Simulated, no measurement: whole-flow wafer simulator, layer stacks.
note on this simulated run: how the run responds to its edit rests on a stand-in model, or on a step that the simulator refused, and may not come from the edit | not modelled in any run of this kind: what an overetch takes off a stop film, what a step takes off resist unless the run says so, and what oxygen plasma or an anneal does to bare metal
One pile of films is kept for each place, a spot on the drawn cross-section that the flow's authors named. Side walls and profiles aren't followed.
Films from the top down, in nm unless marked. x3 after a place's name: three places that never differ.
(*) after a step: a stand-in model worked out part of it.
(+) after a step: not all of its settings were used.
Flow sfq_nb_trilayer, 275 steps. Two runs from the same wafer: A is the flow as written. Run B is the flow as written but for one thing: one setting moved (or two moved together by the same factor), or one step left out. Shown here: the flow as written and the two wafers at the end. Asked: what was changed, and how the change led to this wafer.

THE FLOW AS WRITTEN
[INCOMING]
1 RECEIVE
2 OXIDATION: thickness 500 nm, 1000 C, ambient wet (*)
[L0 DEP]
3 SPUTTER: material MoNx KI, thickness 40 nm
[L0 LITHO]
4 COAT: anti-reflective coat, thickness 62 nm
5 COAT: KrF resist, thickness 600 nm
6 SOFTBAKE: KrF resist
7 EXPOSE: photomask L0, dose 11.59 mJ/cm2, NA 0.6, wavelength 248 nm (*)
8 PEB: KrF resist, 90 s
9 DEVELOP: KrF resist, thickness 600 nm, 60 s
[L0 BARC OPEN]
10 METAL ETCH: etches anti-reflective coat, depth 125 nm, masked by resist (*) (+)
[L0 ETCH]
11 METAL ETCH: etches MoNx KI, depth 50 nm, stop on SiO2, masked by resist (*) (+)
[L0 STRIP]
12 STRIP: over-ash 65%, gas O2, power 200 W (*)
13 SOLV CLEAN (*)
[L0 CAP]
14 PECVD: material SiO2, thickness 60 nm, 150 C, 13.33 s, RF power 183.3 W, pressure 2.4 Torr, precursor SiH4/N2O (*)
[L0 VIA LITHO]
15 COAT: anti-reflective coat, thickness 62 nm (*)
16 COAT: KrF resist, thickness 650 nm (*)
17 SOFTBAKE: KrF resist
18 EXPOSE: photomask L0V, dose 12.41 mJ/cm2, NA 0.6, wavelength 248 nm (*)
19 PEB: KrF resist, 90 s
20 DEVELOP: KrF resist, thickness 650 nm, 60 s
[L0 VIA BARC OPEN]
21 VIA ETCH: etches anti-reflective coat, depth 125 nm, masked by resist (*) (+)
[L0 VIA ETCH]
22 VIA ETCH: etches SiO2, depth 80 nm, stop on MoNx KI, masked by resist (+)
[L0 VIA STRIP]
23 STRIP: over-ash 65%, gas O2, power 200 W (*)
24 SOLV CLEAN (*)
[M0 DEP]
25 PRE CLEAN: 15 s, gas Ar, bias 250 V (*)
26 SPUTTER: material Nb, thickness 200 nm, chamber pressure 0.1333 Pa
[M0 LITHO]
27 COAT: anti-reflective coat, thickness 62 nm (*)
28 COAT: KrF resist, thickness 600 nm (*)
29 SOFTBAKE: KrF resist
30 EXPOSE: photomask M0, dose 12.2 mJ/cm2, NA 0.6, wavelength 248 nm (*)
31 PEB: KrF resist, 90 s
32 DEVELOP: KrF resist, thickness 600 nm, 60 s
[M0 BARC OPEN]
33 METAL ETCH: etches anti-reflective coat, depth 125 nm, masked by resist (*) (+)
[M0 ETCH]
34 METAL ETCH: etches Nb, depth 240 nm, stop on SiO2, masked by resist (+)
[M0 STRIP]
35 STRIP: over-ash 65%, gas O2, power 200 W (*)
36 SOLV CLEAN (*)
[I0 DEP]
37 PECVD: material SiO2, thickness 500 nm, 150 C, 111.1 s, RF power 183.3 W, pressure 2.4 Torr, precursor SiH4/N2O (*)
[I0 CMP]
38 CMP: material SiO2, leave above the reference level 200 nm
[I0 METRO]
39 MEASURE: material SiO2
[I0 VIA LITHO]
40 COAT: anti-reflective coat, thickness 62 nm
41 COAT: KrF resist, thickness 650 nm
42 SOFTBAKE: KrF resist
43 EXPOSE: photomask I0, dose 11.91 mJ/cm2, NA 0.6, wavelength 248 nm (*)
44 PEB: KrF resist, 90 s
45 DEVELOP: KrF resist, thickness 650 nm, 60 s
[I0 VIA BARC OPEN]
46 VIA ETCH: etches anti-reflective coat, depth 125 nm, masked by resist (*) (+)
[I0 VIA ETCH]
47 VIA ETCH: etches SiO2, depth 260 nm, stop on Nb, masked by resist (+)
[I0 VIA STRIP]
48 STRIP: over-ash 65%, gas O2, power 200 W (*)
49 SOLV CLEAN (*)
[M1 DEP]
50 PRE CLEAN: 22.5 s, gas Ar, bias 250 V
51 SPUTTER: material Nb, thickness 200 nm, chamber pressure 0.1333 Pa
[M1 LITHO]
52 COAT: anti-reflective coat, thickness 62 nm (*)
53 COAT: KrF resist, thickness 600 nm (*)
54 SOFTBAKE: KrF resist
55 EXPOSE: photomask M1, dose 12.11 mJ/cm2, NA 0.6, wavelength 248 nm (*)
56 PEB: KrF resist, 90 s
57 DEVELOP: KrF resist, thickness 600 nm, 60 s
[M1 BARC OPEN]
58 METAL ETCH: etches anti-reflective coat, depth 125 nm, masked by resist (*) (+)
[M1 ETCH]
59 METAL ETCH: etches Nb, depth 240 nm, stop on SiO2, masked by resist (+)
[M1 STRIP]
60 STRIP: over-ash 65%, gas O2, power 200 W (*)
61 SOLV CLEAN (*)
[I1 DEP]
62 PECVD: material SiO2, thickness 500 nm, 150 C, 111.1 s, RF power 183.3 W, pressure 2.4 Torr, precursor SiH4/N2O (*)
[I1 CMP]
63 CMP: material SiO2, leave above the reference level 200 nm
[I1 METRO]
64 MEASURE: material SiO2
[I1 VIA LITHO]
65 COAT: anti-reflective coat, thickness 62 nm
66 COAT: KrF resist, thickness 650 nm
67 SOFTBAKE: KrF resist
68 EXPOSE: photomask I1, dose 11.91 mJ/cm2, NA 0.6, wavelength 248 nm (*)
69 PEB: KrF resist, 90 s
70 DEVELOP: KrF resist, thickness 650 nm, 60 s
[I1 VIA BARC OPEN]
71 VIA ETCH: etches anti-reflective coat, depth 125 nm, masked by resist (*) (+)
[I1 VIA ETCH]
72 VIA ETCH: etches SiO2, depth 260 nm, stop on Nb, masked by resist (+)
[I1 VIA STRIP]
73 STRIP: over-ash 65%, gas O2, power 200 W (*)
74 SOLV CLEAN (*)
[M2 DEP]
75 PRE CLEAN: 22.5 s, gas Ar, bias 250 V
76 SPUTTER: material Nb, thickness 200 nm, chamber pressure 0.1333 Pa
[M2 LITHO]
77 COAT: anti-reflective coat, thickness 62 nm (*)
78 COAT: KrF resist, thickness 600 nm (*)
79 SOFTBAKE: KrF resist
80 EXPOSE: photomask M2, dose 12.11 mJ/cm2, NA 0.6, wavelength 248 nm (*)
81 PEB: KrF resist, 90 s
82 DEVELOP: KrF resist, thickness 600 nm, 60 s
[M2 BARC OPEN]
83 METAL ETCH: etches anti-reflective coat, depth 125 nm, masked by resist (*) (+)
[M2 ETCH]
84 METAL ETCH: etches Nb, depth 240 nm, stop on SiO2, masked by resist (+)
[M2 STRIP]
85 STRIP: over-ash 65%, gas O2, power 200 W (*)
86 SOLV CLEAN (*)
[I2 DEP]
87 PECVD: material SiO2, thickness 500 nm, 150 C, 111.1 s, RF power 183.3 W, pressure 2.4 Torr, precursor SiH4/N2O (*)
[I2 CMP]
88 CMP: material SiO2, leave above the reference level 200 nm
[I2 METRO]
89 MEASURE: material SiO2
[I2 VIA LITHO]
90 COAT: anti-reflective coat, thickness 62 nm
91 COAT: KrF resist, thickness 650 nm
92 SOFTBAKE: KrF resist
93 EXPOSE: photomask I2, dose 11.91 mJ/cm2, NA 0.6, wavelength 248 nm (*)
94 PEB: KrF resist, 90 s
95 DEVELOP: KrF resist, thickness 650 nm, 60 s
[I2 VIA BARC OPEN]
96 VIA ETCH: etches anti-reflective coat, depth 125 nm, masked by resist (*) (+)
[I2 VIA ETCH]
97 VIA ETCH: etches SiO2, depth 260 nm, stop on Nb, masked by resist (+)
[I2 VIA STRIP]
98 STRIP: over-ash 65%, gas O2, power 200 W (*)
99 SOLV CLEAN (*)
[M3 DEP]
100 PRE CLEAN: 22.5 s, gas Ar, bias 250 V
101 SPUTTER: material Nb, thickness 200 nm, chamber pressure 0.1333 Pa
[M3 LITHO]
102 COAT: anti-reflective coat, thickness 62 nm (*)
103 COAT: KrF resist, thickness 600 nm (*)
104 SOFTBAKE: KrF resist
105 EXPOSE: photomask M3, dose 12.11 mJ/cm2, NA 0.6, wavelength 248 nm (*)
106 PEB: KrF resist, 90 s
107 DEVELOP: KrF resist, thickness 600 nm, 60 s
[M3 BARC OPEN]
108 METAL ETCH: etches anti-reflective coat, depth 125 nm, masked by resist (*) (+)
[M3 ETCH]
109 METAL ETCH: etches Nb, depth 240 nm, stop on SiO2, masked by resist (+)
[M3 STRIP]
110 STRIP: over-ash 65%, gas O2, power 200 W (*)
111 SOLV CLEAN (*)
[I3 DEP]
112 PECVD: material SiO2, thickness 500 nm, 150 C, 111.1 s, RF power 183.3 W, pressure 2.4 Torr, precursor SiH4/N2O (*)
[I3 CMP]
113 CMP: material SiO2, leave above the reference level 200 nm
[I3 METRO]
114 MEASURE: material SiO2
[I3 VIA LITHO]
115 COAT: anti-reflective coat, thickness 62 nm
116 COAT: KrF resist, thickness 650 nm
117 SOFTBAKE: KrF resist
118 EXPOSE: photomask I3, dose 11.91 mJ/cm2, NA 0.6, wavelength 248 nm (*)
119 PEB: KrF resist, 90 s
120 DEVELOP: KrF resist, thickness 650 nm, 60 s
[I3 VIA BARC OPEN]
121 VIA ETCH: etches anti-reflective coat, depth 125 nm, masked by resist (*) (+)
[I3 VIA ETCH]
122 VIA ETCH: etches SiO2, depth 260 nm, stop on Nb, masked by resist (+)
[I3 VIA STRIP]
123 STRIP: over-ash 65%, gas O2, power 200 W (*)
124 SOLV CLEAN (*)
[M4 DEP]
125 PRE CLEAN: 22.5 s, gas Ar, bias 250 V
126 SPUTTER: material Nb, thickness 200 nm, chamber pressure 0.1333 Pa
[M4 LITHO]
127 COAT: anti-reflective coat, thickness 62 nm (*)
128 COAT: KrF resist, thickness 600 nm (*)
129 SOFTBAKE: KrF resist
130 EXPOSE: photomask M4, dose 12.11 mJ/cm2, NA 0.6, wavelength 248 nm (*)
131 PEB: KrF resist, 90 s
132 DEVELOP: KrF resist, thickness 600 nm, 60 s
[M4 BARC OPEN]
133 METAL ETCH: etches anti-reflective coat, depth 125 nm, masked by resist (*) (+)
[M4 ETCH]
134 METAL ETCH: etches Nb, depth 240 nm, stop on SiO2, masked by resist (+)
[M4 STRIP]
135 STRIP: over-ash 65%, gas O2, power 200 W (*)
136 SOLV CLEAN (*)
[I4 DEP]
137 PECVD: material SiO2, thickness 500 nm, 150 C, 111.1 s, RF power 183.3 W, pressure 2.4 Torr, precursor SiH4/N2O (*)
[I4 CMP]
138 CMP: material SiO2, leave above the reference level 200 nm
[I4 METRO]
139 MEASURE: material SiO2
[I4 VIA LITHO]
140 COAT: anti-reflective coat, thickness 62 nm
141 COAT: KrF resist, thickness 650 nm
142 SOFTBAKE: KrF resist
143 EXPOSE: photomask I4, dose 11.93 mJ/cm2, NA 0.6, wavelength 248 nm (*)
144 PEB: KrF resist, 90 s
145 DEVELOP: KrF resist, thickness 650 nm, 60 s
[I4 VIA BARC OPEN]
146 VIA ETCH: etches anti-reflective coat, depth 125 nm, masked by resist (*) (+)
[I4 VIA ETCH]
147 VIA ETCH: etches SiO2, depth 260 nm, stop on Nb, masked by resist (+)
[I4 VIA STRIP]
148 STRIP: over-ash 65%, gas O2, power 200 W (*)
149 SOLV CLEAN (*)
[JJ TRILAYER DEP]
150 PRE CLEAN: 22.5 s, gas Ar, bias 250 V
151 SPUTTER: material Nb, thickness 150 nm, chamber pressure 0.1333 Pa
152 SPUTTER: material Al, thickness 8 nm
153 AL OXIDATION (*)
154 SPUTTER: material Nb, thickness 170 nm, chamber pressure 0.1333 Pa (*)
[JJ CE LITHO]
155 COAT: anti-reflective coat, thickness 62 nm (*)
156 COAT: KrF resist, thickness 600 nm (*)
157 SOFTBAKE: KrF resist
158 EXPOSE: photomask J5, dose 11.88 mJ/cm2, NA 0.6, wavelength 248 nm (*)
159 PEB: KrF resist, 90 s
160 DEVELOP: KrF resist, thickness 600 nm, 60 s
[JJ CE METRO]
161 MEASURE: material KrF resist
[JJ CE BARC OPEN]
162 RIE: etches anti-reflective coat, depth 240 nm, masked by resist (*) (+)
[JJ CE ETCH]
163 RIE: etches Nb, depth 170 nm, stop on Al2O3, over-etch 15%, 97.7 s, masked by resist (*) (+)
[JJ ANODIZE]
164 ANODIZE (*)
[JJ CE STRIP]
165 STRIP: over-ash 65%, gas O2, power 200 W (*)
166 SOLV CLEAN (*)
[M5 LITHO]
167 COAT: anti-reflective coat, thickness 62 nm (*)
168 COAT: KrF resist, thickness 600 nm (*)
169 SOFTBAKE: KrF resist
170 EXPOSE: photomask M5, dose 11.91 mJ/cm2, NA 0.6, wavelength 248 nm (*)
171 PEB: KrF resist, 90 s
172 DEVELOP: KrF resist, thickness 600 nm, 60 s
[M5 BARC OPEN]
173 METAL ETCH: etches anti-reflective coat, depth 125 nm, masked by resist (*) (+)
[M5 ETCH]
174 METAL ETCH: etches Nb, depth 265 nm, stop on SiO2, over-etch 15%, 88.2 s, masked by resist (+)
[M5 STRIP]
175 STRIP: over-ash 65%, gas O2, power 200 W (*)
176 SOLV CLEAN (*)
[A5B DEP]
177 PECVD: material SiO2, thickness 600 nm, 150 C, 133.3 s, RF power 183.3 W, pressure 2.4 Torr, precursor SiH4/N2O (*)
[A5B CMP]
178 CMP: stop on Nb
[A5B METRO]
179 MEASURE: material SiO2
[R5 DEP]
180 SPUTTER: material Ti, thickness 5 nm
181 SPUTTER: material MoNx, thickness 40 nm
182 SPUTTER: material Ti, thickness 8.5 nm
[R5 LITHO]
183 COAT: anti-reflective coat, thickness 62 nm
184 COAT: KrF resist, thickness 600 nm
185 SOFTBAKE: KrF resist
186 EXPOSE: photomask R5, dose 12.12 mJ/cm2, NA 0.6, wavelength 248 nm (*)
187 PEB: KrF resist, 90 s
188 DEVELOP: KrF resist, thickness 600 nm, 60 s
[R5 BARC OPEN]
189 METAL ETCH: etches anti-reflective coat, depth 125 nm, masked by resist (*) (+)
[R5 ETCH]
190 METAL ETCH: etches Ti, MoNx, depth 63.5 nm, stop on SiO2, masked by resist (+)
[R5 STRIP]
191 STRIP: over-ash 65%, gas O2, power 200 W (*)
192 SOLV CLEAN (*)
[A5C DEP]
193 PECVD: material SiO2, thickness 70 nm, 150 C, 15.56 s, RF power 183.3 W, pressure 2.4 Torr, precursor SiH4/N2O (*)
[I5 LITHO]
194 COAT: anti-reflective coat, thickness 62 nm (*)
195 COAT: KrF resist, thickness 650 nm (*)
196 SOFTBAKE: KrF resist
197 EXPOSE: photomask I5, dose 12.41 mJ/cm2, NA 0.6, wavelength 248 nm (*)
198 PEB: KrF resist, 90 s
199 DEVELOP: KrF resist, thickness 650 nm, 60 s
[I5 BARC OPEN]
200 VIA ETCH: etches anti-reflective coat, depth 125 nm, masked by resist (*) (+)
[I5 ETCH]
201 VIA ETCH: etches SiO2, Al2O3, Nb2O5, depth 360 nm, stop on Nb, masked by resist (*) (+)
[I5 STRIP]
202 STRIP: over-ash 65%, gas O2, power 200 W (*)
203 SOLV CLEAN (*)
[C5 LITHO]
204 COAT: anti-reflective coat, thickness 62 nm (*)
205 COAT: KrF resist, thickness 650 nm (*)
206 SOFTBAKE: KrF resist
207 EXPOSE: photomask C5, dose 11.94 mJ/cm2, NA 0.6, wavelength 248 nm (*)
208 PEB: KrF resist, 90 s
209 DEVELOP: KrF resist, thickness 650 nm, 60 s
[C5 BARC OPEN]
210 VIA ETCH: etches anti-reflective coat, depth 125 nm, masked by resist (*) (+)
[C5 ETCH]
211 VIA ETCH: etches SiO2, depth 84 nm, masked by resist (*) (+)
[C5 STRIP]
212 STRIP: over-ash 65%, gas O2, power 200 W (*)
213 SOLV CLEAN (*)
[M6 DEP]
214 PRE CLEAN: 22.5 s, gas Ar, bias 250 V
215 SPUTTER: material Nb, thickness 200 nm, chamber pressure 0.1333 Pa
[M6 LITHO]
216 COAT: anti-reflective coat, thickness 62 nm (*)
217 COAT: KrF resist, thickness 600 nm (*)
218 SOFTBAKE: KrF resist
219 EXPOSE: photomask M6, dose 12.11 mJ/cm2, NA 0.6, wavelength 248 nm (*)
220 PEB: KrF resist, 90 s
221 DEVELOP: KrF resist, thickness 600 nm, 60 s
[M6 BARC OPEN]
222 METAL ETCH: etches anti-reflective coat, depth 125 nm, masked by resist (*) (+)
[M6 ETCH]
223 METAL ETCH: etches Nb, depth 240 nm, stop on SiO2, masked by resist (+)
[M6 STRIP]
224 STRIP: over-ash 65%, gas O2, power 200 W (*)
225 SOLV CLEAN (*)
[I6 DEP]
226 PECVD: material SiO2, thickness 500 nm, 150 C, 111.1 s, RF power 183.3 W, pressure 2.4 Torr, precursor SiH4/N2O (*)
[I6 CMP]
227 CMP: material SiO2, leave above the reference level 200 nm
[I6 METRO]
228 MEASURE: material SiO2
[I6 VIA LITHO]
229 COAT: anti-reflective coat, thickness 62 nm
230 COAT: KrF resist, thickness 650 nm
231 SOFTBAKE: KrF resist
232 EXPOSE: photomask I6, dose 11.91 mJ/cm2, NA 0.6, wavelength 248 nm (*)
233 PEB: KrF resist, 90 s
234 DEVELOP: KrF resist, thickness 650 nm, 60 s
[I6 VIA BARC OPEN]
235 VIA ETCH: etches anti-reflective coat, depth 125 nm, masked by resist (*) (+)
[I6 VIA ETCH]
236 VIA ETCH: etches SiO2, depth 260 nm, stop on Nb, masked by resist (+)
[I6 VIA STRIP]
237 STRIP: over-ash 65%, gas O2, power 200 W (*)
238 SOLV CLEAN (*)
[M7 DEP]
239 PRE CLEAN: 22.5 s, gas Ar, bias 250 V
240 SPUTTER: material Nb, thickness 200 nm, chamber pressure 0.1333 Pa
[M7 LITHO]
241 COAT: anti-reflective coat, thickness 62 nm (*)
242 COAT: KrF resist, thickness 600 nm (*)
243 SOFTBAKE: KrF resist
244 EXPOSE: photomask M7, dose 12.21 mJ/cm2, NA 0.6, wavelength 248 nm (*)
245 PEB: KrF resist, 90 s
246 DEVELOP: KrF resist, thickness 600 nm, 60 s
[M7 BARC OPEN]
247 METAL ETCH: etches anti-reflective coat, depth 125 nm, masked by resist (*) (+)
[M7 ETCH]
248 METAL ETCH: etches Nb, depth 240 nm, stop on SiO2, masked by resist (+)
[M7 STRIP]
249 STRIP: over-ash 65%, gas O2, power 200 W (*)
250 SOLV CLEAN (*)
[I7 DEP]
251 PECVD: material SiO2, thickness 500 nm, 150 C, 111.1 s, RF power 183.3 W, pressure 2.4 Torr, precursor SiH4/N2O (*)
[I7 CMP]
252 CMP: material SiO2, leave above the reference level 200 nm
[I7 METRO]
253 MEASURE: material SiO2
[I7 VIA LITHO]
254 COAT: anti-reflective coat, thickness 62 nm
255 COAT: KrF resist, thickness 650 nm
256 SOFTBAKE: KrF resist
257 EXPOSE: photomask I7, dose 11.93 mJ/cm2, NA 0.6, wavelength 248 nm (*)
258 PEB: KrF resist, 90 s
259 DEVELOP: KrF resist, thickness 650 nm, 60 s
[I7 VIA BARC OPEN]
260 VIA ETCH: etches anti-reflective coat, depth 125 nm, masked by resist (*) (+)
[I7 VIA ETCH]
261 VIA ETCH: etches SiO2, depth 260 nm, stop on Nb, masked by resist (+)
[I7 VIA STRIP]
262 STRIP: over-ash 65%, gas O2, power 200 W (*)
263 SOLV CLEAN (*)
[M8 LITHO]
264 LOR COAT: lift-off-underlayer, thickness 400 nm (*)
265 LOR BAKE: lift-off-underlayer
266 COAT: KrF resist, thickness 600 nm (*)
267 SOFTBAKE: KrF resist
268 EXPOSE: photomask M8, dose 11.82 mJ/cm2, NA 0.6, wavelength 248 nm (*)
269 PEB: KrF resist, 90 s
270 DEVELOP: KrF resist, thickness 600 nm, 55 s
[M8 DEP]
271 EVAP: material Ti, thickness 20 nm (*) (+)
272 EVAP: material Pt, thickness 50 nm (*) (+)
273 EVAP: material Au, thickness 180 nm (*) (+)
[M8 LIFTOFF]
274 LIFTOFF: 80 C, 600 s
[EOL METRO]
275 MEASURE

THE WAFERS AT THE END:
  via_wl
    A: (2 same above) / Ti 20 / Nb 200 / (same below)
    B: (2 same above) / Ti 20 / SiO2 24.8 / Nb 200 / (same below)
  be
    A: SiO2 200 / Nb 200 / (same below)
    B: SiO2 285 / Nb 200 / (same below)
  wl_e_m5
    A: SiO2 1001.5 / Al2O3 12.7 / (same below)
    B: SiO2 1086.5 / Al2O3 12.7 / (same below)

The cause: step 252, CMP: leave above the reference level 285 nm was run, where the flow has leave above the reference level 200 nm.
It can be read off the wafer: be has SiO2 285, and step 252 as written asks for 200 nm.

How the change led to this, step by step:
  252 CMP: material SiO2, leave above the reference level 200 nm
      field_r, lsp_l: A SiO2 -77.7 | B nothing
      field_l, p4_fl x3, p4_w1 x9 and 46 more: A SiO2 -100 | B SiO2 -15
      (and at 45 more places)
  254 COAT: anti-reflective coat, thickness 62 nm
      field_r: A anti-reflective coat +62 (new film) | B anti-reflective coat +64.6 (new film)
      lsp_l: A anti-reflective coat +62 (new film) | B anti-reflective coat +63.7 (new film)
  261 VIA ETCH: etches SiO2, depth 260 nm, stop on Nb, masked by resist (+)
      via_wl, via_w, via_wr: A SiO2 -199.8 (all of it) | B SiO2 -260
  262 STRIP: over-ash 65%, gas O2, power 200 W (*)
      field_r: A KrF resist -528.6 (all of it), anti-reflective coat -62 (all of it) | B KrF resist -531.6 (all of it), anti-reflective coat -64.6 (all of it)
      lsp_l: A KrF resist -528.6 (all of it), anti-reflective coat -62 (all of it) | B KrF resist -532.3 (all of it), anti-reflective coat -63.7 (all of it)
  264 LOR COAT: lift-off-underlayer, thickness 400 nm (*)
      via_wl, via_wr: A lift-off-underlayer +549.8 (new film) | B lift-off-underlayer +594.8 (new film)
      v_sur: A lift-off-underlayer +369.4 (new film) | B lift-off-underlayer +360.2 (new film)
      (and at 1 more place)
  270 DEVELOP: KrF resist, thickness 600 nm, 55 s
      v_sur: A KrF resist -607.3 (all of it), lift-off-underlayer -369.4 (all of it) | B KrF resist -609.9 (all of it), lift-off-underlayer -360.2 (all of it)
      via_wl: A KrF resist -623.9 (all of it), lift-off-underlayer -549.8 (all of it) | B KrF resist -631.4 (all of it), lift-off-underlayer -594.8 (all of it)
      (and at 2 more places)
Counting metal films that touch as one body, via_wl has 8 bodies (between them, from the top down: SiO2 24.8; SiO2 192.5; SiO2 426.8 / Al2O3 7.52 / Nb2O5 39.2; SiO2 192.5; SiO2 192.5; SiO2 192.5; SiO2 192.5); the flow as written gives 7 bodies (between them, from the top down: SiO2 192.5; SiO2 426.8 / Al2O3 7.52 / Nb2O5 39.2; SiO2 192.5; SiO2 192.5; SiO2 192.5; SiO2 192.5).
